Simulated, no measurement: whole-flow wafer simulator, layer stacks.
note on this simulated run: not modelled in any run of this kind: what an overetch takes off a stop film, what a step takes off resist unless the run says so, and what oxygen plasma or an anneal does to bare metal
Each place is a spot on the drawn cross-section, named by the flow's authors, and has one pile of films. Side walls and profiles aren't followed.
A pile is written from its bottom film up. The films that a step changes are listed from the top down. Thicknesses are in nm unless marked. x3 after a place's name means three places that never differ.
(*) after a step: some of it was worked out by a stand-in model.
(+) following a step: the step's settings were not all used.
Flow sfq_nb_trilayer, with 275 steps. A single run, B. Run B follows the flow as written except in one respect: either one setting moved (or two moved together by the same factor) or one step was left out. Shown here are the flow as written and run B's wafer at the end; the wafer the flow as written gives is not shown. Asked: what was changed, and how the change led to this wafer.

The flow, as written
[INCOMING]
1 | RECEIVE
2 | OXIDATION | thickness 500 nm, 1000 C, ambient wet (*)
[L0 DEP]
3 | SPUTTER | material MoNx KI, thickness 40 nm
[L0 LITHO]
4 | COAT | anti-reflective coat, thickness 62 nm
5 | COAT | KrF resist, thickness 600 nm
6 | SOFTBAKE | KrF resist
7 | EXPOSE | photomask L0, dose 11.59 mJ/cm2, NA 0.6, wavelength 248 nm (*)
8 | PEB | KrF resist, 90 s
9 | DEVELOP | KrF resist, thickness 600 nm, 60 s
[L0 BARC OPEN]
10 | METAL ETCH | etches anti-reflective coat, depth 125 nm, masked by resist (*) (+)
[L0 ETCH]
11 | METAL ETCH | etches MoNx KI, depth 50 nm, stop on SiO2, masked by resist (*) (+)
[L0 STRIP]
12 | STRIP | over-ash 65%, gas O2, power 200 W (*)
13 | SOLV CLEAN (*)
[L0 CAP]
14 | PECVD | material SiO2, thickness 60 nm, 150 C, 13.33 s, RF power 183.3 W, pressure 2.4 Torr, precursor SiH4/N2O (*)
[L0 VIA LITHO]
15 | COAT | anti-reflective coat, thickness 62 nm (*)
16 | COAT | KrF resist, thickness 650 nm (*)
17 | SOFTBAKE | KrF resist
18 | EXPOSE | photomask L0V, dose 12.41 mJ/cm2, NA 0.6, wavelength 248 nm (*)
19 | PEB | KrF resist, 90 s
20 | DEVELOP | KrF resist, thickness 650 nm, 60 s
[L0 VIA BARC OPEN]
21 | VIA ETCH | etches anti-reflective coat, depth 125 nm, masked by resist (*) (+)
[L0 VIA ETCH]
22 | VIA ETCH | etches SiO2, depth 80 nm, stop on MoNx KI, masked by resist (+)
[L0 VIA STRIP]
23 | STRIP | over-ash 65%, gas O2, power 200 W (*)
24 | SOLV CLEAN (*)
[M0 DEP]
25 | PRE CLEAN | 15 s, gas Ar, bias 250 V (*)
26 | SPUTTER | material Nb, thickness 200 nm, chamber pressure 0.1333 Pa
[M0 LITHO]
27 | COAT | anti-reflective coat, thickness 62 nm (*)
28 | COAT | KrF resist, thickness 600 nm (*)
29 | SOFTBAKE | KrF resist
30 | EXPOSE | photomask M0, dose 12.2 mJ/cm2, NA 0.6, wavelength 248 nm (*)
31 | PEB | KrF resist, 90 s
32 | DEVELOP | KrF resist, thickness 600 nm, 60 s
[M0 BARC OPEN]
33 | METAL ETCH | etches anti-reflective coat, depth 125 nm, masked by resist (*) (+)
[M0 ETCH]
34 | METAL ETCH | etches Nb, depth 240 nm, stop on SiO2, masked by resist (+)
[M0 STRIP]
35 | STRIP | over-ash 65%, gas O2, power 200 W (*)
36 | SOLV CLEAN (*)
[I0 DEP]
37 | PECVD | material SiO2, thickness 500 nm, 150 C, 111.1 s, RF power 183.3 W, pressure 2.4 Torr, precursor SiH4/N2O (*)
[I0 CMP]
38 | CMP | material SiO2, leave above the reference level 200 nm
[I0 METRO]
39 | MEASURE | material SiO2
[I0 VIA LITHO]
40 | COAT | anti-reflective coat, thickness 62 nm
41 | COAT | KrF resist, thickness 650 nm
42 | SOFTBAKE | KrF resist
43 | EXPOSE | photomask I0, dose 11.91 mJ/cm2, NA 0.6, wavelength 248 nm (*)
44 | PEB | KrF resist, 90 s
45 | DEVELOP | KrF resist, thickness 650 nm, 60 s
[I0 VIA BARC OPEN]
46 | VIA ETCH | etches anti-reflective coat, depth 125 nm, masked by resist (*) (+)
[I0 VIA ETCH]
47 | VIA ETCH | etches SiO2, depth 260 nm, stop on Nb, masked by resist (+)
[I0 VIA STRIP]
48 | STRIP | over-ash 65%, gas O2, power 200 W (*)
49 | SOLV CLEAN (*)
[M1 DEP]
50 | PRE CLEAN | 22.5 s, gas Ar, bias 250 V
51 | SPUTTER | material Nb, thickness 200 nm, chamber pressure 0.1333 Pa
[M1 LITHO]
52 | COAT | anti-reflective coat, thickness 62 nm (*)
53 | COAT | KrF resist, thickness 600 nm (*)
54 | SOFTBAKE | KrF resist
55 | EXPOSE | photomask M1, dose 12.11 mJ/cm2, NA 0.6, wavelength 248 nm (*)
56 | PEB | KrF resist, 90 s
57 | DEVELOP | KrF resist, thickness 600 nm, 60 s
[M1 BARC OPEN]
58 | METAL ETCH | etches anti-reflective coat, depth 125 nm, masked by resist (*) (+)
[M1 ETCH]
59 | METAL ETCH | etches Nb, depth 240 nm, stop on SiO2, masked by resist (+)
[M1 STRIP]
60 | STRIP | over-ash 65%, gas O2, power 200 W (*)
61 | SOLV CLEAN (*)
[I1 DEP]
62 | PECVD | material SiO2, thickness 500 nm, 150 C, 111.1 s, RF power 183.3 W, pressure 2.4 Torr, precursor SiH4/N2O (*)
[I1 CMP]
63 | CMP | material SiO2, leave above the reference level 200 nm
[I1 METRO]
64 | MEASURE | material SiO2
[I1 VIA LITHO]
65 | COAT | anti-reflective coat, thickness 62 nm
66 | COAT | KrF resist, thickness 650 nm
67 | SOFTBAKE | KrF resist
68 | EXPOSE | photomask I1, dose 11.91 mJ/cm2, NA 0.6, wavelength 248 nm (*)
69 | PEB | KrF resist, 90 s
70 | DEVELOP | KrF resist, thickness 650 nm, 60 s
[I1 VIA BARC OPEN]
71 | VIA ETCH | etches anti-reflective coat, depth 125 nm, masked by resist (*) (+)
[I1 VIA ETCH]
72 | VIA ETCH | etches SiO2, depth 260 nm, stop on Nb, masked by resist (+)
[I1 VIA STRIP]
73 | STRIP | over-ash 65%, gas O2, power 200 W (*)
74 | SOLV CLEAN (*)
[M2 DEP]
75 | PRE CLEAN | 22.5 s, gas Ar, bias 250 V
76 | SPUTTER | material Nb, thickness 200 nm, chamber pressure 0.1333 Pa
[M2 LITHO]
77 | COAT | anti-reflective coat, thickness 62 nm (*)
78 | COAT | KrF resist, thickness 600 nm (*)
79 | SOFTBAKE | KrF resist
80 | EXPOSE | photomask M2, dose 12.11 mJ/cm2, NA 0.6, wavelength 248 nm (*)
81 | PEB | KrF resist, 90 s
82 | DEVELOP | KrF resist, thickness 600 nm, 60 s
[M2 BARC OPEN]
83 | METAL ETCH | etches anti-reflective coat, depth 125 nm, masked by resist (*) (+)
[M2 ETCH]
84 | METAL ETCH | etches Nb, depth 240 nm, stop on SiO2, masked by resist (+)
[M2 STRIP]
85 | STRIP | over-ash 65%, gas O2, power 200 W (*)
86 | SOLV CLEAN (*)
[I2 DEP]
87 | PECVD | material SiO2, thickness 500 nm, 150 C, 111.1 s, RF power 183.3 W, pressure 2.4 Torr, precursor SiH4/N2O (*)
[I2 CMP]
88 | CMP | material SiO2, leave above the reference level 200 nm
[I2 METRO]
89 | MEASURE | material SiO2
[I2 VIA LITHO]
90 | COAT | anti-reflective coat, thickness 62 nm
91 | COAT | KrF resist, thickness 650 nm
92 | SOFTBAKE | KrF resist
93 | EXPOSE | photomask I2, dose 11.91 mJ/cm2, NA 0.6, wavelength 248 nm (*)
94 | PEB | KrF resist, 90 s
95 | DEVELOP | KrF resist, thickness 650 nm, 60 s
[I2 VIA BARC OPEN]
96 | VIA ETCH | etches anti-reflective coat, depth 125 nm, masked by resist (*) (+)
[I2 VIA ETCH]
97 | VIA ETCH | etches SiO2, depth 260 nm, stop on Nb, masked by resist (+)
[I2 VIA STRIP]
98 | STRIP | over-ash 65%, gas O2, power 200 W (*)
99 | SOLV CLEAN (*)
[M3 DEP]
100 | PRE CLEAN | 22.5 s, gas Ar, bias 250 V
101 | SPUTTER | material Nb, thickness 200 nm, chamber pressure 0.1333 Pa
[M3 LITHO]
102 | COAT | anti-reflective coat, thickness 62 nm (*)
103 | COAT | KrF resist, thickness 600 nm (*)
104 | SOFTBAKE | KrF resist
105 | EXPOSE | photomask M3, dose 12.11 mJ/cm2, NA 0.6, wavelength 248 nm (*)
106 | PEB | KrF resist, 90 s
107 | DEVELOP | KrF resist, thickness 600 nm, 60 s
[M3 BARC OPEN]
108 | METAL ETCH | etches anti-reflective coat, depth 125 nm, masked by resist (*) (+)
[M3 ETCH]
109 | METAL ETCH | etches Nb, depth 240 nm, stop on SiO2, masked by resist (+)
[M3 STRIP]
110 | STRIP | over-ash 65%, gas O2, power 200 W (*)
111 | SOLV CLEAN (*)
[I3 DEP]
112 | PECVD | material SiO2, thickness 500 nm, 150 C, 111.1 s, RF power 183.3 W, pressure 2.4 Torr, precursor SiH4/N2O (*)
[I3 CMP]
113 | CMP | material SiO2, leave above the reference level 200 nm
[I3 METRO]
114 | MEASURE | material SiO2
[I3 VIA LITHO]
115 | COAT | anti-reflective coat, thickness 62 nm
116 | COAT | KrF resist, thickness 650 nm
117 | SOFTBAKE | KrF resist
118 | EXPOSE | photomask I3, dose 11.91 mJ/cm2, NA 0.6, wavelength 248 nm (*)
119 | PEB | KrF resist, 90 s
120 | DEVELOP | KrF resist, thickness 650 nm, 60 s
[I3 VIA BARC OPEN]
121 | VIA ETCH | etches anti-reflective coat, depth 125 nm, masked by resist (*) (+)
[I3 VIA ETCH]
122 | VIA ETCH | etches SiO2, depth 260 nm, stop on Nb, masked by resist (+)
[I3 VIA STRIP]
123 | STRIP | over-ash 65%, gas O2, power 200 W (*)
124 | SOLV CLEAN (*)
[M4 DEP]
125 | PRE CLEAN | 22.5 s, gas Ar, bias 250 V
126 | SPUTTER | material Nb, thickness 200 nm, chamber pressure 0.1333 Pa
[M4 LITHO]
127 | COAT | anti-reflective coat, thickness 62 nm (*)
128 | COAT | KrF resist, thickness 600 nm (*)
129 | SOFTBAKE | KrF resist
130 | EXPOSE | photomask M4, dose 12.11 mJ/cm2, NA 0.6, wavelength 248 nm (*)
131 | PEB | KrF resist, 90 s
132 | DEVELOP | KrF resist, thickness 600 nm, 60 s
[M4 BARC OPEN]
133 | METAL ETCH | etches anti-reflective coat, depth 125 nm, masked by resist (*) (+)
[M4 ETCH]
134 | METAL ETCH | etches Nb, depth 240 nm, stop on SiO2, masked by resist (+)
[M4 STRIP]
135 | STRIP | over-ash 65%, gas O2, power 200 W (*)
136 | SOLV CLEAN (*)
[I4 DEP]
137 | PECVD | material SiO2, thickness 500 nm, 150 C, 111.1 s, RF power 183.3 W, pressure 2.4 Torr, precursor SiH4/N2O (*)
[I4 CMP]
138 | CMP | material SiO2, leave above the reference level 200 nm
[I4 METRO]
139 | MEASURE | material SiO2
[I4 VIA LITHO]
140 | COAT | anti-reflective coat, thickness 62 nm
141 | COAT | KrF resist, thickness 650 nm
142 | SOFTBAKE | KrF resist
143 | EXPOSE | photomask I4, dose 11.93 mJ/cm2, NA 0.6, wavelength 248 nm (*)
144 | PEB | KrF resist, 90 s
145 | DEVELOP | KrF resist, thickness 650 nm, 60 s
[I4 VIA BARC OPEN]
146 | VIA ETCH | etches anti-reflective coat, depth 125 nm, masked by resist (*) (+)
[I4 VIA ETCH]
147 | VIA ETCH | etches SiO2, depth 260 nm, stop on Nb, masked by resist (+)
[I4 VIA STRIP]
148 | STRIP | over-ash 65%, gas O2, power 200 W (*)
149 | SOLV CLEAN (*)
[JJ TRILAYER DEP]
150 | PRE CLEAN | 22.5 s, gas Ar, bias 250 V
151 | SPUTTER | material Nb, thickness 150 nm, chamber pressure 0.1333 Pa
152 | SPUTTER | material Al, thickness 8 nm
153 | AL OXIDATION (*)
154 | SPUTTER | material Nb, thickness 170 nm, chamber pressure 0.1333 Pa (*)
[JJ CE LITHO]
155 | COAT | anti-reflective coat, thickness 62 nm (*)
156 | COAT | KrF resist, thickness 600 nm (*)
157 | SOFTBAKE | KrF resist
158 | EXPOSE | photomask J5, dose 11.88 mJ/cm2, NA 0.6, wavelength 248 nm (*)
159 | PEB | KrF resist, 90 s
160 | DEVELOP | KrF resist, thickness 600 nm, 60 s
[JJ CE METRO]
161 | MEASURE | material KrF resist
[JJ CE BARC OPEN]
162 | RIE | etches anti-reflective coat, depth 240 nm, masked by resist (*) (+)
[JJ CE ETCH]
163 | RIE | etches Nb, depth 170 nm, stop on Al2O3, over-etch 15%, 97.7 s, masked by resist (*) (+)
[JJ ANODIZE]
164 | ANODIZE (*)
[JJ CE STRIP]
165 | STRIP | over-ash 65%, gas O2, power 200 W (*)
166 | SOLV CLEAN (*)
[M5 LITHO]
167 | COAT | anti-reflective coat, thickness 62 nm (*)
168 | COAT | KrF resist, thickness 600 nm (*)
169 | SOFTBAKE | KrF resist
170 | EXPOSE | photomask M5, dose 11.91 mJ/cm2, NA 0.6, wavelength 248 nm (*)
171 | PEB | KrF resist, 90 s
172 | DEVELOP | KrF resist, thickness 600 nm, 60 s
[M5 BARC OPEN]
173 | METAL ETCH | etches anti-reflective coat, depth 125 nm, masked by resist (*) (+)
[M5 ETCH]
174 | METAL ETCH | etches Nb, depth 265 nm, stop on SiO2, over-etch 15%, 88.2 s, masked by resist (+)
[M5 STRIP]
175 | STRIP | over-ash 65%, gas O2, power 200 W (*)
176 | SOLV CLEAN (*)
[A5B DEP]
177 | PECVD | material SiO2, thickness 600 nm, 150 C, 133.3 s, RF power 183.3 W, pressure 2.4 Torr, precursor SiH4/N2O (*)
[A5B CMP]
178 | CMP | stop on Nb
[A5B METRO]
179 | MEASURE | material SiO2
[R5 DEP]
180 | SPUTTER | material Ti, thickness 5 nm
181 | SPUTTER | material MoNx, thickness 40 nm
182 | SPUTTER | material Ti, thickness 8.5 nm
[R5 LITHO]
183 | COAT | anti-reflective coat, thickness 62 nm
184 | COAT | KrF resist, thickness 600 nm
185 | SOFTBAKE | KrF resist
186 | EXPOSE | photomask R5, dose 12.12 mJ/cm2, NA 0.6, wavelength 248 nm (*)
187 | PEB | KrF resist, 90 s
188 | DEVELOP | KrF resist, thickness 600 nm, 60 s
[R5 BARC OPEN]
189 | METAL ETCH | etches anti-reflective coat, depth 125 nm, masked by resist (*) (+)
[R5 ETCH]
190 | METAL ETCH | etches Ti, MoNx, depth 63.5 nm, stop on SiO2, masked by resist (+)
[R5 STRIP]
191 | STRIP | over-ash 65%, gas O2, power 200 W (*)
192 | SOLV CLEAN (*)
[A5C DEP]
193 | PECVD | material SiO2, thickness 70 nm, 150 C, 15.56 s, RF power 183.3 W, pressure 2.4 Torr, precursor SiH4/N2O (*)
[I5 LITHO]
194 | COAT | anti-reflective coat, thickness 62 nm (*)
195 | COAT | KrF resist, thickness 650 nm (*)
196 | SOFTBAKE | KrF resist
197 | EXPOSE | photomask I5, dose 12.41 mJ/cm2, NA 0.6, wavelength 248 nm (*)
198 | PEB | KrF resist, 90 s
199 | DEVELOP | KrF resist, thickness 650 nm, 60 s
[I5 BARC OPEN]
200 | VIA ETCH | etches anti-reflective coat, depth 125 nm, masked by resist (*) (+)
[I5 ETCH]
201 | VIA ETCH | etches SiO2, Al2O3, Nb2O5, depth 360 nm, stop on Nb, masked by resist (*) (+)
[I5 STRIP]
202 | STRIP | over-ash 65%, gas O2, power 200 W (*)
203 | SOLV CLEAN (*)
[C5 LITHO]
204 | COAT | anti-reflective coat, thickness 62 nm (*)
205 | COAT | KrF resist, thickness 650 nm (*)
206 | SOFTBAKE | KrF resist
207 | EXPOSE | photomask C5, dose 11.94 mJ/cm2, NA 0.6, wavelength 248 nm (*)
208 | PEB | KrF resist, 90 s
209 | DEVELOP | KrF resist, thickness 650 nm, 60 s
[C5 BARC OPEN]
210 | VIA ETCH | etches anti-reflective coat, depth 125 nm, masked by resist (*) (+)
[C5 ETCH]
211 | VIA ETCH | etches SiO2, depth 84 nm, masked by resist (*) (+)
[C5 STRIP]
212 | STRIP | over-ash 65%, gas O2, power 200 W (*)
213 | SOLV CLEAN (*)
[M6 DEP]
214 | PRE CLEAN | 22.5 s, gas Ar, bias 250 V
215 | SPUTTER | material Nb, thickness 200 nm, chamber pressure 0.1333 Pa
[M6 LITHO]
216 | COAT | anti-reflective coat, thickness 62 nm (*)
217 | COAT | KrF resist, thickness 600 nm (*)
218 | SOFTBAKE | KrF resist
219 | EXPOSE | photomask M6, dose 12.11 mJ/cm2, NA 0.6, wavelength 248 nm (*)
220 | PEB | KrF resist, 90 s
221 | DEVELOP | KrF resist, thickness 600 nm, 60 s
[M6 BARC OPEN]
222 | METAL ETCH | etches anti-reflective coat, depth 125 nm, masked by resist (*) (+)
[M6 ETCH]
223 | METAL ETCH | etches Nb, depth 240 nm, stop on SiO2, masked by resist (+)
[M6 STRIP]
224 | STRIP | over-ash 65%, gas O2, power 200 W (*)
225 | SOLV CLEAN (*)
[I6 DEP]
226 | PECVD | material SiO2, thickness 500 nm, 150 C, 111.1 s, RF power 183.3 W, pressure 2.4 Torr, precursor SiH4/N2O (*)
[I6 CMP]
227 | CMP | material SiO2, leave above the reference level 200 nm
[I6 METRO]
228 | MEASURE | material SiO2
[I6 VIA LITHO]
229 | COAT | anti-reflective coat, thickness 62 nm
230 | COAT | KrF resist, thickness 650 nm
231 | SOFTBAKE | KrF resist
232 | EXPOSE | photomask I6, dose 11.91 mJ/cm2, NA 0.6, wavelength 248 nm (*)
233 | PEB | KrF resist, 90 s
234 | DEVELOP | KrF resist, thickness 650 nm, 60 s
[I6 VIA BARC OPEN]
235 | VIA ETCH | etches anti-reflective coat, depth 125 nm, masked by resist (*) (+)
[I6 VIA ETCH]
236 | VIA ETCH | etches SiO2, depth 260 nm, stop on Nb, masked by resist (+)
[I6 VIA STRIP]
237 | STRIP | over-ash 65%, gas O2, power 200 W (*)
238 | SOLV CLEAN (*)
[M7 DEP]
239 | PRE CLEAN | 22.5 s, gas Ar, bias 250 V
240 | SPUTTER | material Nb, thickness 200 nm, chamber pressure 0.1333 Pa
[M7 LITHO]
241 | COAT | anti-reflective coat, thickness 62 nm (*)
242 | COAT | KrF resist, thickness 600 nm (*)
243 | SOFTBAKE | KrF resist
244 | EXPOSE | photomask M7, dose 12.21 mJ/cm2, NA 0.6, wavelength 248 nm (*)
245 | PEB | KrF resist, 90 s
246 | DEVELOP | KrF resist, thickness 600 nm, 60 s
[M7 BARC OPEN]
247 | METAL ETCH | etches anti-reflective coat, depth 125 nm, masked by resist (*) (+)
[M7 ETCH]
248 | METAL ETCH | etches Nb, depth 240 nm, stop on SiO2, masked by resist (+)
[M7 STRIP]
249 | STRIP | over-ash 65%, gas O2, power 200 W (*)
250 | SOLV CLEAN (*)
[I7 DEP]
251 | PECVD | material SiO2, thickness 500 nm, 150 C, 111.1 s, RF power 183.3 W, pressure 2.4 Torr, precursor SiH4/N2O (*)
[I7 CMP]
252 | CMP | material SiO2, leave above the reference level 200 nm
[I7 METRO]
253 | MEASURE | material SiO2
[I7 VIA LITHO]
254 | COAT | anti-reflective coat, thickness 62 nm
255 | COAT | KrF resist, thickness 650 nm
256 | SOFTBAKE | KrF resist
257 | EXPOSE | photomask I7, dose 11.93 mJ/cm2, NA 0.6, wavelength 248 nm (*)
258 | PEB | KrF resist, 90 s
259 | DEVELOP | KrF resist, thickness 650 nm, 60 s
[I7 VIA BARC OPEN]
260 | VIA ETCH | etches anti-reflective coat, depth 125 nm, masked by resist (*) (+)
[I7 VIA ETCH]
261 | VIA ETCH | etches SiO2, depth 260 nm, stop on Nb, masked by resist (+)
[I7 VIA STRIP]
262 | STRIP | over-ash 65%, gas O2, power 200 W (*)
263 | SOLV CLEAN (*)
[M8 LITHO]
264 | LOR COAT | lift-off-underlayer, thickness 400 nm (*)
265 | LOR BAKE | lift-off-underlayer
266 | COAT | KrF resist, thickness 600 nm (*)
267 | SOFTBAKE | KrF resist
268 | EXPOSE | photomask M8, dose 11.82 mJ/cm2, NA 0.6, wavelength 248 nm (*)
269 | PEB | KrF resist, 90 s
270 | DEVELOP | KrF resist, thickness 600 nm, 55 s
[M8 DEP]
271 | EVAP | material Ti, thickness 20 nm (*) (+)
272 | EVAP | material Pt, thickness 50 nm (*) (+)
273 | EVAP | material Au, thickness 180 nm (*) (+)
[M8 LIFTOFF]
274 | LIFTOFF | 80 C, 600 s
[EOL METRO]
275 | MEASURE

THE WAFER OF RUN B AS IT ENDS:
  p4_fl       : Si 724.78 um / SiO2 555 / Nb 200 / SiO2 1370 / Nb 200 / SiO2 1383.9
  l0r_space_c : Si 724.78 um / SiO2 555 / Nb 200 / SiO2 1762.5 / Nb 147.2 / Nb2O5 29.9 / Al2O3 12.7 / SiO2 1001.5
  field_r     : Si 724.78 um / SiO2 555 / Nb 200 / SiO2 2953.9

Cause: step 151, SPUTTER: thickness 158 nm was run, whereas the flow has thickness 150 nm.

The path from the change to this, step by step:
  151 | SPUTTER | material Nb, thickness 150 nm, chamber pressure 0.1333 Pa
      field_l, v_sur, via_sp and 100 more: Nb gains 158 (new film) (it would be, as written: Nb gains 150 (new film))
      via_wl, via_w, via_wr: Nb gains 137.4 (it would be, as written: Nb gains 130.4)
  174 | METAL ETCH | etches Nb, depth 265 nm, stop on SiO2, over-etch 15%, 88.2 s, masked by resist (+)
      field_l, r_sur, res and 50 more: Al2O3 loses 12.6 (all of it), Nb2O5 loses 29.9 (all of it), Nb loses 147.2 (all of it), SiO2 loses 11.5 (it would be, as written: Al2O3 loses 12.6 (all of it), Nb2O5 loses 29.9 (all of it), Nb loses 139.2 (all of it), SiO2 loses 12.3)
  178 | CMP | stop on Nb
      field_l, p4_fl, p4_fm and 39 more: SiO2 loses 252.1 (it would be, as written: SiO2 loses 259.3)
      r_sur, res, r_end, moat, field_r, lsp_l: SiO2 loses 244.8 (it would be, as written: SiO2 loses 252.3)
      (and at 5 other places as well)
